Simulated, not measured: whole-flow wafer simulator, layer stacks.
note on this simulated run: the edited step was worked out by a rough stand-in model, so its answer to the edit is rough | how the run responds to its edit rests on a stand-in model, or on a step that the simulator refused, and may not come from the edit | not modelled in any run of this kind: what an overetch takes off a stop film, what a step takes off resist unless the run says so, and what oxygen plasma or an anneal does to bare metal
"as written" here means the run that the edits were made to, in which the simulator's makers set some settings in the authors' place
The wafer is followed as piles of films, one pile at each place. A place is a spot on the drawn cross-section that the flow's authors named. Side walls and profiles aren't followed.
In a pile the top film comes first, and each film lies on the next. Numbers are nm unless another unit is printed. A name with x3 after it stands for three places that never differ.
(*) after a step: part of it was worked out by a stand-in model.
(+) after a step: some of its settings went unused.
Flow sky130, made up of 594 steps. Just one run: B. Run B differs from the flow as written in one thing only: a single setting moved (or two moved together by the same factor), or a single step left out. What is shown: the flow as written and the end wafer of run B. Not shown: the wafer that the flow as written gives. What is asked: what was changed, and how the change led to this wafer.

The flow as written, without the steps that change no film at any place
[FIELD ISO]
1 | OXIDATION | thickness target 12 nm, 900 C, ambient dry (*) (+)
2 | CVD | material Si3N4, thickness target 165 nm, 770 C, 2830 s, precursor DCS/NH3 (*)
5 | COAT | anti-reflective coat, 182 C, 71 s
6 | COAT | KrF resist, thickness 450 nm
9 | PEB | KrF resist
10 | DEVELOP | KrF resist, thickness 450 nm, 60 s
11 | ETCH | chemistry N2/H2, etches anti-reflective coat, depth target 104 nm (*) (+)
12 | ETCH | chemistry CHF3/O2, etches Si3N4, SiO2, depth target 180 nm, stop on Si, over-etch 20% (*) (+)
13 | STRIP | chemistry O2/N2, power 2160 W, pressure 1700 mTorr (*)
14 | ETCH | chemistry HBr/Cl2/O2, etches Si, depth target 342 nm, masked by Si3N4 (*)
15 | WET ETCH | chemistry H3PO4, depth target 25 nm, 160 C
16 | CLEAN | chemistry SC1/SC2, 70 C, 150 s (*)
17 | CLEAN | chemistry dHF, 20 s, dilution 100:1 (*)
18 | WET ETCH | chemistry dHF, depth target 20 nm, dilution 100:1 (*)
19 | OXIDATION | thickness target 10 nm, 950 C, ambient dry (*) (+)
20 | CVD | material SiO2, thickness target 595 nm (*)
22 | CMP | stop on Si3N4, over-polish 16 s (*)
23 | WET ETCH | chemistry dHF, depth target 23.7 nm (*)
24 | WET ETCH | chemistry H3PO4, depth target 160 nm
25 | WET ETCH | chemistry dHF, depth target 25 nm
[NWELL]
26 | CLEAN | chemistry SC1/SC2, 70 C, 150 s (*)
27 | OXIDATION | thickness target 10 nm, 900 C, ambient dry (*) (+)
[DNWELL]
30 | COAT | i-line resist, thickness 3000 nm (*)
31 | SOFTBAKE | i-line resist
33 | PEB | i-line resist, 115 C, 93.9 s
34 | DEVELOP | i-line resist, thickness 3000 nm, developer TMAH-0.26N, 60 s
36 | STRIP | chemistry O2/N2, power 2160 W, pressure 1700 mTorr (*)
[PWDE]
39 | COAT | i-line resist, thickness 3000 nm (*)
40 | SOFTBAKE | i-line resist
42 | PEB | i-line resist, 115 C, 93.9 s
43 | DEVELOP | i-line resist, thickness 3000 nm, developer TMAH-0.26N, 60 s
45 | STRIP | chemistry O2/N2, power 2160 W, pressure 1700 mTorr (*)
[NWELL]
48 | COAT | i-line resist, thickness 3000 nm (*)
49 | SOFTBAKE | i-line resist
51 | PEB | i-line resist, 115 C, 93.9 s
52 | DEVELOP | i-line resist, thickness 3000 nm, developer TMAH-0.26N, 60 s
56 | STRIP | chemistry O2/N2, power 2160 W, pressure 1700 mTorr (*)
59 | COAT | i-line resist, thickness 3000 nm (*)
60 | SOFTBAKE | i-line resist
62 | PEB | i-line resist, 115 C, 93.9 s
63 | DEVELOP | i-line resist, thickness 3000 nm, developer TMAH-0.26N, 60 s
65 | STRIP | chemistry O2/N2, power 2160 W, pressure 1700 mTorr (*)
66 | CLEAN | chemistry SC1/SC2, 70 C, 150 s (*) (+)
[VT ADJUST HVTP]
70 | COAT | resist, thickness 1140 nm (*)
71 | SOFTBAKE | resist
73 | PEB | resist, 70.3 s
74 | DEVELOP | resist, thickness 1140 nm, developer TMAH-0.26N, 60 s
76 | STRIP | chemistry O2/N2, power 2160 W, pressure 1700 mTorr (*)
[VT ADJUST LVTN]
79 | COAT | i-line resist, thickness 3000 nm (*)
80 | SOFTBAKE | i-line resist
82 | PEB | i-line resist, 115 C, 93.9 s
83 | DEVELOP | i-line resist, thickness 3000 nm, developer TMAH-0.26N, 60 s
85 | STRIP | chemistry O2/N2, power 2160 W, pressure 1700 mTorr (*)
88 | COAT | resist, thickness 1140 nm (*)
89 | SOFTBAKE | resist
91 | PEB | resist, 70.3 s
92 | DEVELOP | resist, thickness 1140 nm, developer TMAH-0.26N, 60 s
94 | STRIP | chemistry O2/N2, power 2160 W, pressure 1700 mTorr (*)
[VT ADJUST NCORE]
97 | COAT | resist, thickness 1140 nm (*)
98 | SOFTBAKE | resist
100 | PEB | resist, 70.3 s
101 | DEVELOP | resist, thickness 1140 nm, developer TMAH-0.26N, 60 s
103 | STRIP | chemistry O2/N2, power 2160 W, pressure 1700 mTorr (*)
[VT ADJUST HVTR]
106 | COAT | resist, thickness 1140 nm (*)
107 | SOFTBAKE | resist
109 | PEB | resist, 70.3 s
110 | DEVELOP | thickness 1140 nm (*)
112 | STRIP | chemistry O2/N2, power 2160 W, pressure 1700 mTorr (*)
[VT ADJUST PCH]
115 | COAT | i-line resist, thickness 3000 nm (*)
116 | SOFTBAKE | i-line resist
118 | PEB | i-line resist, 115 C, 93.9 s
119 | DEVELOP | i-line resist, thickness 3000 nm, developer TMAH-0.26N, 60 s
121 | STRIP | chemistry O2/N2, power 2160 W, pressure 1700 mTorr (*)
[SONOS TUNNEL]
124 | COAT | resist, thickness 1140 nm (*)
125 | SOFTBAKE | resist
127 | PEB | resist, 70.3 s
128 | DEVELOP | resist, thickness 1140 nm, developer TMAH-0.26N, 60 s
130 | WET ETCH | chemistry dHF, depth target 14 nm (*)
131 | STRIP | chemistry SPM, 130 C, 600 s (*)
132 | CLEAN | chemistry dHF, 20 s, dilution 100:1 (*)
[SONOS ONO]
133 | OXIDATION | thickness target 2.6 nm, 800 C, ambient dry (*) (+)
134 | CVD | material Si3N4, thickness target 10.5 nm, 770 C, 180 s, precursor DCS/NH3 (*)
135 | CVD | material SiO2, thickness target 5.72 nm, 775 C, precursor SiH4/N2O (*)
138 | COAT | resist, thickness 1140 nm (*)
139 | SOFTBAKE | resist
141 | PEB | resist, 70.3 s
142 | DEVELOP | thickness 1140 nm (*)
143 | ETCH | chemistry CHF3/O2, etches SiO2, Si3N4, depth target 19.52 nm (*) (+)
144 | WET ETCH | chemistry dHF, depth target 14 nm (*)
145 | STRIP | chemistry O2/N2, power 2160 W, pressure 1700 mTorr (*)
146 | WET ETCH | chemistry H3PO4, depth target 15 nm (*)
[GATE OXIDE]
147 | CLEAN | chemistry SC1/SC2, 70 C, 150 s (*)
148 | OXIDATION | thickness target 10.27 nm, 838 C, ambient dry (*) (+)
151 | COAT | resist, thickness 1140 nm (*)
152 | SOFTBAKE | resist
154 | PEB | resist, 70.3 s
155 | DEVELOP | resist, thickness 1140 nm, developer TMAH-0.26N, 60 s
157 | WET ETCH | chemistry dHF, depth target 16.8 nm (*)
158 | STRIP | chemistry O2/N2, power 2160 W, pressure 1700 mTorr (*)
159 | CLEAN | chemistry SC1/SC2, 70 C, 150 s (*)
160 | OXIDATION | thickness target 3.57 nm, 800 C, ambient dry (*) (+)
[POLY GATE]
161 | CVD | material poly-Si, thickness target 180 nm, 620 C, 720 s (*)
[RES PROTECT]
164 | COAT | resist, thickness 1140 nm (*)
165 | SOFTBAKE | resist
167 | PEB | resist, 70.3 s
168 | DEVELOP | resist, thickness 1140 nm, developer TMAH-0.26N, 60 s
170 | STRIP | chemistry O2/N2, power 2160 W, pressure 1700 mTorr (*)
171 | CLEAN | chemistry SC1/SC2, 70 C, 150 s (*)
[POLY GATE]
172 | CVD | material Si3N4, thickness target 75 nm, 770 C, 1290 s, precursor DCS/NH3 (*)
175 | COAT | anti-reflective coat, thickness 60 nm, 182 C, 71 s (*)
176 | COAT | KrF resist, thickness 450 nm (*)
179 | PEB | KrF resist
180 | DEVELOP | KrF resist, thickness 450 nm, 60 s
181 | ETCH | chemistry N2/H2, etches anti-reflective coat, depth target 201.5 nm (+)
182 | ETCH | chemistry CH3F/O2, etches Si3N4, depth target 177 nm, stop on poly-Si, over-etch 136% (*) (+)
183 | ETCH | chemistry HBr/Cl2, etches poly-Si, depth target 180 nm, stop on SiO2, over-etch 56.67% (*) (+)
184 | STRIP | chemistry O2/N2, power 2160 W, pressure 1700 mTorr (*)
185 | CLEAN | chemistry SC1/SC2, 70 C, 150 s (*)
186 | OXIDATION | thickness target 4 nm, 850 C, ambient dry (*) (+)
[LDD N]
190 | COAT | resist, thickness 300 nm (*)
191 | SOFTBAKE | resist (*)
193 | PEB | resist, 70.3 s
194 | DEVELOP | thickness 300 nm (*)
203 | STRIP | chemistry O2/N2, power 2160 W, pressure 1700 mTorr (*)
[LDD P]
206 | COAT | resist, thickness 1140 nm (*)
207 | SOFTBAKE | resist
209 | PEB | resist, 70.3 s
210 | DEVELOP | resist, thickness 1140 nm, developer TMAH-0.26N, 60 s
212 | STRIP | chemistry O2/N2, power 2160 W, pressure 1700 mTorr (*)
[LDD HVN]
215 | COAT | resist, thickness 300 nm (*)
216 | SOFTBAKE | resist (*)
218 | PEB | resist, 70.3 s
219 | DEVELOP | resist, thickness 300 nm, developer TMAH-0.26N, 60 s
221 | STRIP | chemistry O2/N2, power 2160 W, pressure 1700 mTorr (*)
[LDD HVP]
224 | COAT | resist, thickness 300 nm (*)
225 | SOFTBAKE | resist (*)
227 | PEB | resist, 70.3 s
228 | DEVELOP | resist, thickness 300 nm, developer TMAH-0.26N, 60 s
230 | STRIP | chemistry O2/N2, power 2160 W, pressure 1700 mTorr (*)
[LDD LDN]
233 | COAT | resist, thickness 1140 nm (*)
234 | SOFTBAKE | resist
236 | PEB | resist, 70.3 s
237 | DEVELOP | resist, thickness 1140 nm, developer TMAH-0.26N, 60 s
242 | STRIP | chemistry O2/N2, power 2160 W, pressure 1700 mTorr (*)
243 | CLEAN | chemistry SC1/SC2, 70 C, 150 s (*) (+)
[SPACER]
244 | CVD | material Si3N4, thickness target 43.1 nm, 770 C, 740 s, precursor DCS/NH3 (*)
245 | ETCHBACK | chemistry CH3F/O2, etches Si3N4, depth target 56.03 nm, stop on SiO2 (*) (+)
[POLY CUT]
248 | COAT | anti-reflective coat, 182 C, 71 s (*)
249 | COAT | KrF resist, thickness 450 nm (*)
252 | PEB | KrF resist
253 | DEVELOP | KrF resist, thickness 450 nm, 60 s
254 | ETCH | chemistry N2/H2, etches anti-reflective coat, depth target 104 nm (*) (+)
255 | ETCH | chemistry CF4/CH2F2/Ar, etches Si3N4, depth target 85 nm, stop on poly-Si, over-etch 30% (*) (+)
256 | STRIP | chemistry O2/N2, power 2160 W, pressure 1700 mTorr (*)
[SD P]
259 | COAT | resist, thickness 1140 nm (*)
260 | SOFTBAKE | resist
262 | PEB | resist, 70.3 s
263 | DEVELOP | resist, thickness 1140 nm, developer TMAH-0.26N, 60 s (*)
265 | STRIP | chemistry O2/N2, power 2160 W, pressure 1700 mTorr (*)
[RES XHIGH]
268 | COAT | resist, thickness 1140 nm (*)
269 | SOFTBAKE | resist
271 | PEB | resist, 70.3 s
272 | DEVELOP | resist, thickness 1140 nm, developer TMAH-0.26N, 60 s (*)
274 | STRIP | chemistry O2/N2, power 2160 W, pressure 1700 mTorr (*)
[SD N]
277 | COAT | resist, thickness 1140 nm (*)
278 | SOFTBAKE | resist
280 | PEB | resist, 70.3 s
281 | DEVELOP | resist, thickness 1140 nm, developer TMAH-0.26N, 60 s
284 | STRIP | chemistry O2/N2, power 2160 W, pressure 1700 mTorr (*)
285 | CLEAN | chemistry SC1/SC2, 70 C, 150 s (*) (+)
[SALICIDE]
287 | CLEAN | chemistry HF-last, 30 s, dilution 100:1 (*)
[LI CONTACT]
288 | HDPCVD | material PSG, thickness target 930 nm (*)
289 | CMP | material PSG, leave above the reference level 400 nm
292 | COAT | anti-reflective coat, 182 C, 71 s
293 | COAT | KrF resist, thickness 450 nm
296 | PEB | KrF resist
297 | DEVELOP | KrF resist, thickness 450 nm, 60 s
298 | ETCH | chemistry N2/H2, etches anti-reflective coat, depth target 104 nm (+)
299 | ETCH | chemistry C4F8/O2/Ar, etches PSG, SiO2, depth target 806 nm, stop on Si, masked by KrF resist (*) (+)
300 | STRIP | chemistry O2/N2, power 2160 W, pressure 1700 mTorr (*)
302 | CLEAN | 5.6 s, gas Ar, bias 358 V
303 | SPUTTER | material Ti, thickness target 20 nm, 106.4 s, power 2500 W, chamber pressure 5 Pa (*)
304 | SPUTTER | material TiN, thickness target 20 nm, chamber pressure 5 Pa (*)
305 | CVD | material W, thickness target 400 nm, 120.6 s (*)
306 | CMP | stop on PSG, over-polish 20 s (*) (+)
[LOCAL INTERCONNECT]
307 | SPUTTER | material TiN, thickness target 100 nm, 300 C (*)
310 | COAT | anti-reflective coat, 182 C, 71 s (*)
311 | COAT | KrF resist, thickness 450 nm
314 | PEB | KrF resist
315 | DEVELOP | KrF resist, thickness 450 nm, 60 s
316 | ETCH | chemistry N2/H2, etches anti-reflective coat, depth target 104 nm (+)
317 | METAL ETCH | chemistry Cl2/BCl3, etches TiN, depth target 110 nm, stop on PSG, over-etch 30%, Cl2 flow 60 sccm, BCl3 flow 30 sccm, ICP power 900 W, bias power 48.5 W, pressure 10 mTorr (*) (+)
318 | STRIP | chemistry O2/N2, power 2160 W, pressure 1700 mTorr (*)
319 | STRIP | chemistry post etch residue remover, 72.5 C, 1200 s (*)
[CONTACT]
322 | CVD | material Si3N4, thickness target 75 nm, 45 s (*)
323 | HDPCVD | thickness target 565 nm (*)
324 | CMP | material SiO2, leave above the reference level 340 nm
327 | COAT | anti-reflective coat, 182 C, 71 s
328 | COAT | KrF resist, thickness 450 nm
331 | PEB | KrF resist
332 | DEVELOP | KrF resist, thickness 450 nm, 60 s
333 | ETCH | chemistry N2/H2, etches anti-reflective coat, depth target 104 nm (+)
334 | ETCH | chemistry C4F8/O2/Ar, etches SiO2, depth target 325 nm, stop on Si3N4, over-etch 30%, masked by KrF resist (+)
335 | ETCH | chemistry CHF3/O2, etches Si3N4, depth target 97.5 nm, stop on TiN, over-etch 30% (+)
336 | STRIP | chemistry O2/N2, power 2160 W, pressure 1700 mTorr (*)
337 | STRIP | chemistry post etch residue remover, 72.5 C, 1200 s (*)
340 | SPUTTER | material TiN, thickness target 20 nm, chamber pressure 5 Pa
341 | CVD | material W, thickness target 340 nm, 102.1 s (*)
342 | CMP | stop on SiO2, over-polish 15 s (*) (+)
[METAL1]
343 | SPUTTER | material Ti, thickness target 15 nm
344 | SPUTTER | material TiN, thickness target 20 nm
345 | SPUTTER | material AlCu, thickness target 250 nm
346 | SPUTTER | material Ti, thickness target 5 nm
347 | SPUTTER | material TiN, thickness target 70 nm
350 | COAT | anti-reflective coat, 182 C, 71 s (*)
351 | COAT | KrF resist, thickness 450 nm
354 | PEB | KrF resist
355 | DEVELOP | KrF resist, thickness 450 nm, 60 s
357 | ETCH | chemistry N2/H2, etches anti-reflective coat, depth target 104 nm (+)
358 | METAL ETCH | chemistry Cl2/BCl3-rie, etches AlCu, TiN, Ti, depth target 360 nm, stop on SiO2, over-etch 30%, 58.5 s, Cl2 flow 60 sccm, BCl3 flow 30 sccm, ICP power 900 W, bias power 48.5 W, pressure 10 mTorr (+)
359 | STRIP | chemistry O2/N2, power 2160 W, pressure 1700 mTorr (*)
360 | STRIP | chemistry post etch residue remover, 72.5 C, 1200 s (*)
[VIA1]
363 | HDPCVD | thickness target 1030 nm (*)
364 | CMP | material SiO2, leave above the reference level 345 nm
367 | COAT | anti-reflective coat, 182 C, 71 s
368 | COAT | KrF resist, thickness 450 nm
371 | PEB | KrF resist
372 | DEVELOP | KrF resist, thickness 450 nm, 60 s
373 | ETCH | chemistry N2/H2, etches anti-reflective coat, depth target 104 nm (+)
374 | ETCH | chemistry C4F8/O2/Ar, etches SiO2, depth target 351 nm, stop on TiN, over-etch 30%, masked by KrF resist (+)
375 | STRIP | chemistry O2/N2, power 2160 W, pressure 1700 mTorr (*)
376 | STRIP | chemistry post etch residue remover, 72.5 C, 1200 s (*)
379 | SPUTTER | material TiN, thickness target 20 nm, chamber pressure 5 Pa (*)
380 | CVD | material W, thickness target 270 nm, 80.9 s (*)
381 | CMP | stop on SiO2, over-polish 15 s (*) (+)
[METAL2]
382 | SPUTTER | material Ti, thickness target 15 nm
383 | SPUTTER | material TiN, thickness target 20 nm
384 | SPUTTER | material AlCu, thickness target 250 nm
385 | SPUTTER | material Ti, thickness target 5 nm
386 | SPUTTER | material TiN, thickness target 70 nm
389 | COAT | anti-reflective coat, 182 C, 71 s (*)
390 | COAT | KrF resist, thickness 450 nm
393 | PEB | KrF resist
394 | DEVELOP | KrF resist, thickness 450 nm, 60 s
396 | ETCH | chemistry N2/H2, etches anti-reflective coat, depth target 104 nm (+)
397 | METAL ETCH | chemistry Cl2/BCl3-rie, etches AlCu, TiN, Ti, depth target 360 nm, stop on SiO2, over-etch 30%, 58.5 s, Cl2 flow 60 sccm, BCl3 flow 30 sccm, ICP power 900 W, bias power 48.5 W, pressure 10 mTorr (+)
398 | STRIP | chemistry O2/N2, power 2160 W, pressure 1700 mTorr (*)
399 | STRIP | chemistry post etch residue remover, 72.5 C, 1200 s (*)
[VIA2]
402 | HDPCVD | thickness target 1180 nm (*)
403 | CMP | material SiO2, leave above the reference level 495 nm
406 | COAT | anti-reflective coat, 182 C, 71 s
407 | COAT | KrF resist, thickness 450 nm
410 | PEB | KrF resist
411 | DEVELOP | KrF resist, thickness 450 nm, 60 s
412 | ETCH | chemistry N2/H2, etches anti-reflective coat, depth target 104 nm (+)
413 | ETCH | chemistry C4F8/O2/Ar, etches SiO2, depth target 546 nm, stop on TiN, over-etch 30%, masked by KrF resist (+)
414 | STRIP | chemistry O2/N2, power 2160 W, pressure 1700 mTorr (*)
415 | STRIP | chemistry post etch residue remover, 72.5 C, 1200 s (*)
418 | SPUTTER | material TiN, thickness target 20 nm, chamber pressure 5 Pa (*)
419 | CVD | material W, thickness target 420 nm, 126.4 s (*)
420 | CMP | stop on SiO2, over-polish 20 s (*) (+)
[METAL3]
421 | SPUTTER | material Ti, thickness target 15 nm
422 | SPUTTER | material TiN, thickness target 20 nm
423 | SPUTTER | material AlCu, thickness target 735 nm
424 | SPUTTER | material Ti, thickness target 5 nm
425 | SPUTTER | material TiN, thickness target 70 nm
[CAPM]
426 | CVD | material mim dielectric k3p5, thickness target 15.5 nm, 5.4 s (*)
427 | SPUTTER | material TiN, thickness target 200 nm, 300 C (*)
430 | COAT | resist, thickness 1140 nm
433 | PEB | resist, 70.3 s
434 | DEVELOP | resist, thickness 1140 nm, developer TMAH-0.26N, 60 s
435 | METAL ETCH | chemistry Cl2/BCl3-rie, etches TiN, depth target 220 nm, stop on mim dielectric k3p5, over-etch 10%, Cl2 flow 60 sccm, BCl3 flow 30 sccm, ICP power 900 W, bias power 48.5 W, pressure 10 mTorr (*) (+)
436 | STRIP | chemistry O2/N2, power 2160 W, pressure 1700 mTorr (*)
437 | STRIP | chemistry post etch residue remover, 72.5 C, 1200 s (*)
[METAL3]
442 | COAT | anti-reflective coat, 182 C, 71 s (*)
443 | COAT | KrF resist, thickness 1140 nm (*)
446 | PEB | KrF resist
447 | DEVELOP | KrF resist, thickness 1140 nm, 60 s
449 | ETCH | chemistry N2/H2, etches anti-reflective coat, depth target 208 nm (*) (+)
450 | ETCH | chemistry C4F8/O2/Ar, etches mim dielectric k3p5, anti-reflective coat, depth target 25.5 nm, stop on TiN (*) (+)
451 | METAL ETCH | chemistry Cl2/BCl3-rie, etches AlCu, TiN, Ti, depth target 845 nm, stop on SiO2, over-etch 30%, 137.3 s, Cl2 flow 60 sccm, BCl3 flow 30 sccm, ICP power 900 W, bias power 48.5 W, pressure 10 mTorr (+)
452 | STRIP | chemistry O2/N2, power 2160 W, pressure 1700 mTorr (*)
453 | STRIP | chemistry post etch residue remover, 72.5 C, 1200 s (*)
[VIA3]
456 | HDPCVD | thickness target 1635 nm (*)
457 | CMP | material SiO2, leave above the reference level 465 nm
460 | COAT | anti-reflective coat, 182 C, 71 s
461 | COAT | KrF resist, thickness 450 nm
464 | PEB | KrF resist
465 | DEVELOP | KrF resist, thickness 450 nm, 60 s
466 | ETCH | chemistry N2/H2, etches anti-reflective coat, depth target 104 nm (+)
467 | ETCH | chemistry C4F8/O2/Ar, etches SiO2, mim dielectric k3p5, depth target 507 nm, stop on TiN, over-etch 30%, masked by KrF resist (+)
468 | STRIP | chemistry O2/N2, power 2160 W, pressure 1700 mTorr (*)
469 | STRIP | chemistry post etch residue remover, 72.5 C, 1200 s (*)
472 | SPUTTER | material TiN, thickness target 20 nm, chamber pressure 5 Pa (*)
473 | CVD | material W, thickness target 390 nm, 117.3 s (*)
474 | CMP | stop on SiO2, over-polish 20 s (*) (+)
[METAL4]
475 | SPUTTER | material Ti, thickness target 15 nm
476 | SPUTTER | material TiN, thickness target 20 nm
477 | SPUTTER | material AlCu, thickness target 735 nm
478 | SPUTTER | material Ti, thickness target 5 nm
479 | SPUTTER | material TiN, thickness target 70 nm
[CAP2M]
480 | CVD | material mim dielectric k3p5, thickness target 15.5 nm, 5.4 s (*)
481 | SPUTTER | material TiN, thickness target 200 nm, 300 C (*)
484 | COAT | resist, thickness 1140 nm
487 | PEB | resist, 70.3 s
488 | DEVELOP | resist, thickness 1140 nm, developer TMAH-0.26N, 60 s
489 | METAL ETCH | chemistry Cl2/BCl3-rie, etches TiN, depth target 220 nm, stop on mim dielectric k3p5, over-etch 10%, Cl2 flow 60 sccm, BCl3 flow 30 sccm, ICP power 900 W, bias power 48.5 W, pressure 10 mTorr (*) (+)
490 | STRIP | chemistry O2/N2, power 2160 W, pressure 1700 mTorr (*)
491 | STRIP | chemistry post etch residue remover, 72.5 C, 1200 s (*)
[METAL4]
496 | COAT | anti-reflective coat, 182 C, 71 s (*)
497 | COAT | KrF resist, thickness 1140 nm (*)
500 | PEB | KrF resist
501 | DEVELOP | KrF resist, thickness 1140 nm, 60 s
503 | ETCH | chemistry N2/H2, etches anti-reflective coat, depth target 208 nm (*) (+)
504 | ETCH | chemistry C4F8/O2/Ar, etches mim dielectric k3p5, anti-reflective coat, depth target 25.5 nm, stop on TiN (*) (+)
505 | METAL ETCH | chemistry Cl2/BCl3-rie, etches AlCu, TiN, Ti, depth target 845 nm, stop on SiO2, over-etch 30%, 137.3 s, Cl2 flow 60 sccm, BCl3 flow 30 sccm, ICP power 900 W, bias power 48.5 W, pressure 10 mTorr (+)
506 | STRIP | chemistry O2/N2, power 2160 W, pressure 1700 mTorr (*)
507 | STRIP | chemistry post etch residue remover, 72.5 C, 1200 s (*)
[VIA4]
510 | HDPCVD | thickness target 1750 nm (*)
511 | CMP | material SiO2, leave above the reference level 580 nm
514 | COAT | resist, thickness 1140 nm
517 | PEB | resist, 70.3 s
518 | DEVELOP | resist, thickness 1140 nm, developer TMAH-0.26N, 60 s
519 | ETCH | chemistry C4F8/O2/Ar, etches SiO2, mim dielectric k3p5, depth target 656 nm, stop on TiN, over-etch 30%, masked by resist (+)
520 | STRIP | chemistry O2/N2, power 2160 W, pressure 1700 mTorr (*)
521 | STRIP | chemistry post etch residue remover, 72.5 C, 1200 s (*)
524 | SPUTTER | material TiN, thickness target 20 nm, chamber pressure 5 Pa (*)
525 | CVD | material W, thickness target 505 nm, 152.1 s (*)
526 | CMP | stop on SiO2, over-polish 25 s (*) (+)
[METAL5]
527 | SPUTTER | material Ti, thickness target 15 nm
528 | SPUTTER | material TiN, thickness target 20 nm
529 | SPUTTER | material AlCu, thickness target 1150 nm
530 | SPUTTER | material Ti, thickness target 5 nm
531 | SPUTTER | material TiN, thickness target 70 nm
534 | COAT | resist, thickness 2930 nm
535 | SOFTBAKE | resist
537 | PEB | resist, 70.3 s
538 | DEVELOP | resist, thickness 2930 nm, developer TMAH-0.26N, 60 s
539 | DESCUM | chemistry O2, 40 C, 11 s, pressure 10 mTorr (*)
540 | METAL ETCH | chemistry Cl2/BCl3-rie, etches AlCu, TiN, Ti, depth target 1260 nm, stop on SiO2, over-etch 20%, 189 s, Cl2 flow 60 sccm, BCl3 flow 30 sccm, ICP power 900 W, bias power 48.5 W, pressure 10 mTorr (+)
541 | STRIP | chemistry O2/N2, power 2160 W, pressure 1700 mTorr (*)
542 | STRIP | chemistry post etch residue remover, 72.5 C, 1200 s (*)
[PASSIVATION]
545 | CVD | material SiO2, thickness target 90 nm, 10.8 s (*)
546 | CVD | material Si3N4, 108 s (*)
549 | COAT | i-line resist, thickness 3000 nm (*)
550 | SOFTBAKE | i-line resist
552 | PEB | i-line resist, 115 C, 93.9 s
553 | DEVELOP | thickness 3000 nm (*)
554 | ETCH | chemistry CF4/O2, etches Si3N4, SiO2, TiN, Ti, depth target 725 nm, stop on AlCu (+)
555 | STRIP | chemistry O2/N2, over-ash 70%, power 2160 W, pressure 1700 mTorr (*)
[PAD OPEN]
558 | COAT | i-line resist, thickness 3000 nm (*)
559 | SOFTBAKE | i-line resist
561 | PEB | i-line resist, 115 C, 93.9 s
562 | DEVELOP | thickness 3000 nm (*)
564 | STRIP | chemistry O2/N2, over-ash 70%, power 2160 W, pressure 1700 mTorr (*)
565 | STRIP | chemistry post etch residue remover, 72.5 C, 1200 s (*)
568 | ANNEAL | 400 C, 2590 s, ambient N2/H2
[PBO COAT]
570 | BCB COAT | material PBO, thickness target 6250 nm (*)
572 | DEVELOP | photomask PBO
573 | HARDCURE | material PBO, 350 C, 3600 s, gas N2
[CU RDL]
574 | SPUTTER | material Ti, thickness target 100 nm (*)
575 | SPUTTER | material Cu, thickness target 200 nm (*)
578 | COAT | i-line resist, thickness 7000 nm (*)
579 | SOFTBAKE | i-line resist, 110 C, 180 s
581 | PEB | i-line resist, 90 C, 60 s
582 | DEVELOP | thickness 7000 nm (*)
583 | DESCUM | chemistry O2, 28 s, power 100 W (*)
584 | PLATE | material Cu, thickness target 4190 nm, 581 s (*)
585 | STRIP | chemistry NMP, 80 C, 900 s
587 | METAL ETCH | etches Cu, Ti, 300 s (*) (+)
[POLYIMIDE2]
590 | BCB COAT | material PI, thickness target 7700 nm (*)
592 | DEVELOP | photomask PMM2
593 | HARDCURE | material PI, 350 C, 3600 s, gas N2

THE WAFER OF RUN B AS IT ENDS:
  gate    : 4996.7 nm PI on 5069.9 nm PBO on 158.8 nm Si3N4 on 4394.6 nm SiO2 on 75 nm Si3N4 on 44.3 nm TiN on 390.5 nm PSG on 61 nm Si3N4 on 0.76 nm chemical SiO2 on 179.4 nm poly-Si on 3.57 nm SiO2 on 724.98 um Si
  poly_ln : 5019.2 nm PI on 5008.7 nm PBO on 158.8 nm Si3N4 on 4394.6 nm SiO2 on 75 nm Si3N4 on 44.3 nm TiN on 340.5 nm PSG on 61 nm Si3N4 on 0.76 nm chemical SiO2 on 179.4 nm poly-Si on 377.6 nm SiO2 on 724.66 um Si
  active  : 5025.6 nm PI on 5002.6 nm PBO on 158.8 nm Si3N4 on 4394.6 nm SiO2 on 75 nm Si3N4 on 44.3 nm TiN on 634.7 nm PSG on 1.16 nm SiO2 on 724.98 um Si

The reason: step 317, METAL ETCH: depth target 53.9 nm was run, whereas the flow has depth target 110 nm.

The path from the change to this, step by step:
  317 | METAL ETCH | chemistry Cl2/BCl3, etches TiN, depth target 110 nm, stop on PSG, over-etch 30%, Cl2 flow 60 sccm, BCl3 flow 30 sccm, ICP power 900 W, bias power 48.5 W, pressure 10 mTorr (*) (+)
      field, active, gate and 88 more: TiN loses 53.9 (it would be, as written: TiN loses 98.7 (all of it))
      n_well, p_well, gate_hv and 97 more: KrF resist loses 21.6 (it would be, as written: KrF resist loses 44)
  318 | STRIP | chemistry O2/N2, power 2160 W, pressure 1700 mTorr (*)
      n_well, p_well, gate_hv and 93 more: KrF resist loses 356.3 (all of it), anti-reflective coat loses 80 (all of it) (it would be, as written: KrF resist loses 333.8 (all of it), anti-reflective coat loses 80 (all of it))
      poly_licon, ndiff_licon, ndiff_licon_cpp, rpo_hd_licon: KrF resist loses 356.3 (all of it), anti-reflective coat loses 80.5 (all of it) (it would be, as written: KrF resist loses 333.9 (all of it), anti-reflective coat loses 80.5 (all of it))
  324 | CMP | material SiO2, leave above the reference level 340 nm
      field, active, gate and 88 more: SiO2 loses 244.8 (it would be, as written: SiO2 loses 200.4)
If metal films that touch count as one body, gate has 1 body; the flow as written gives 0 bodies.
If metal films that touch count as one body, poly_ln has 1 body; the flow as written gives 0 bodies.
If metal films that touch count as one body, active has 1 body; the flow as written gives 0 bodies.
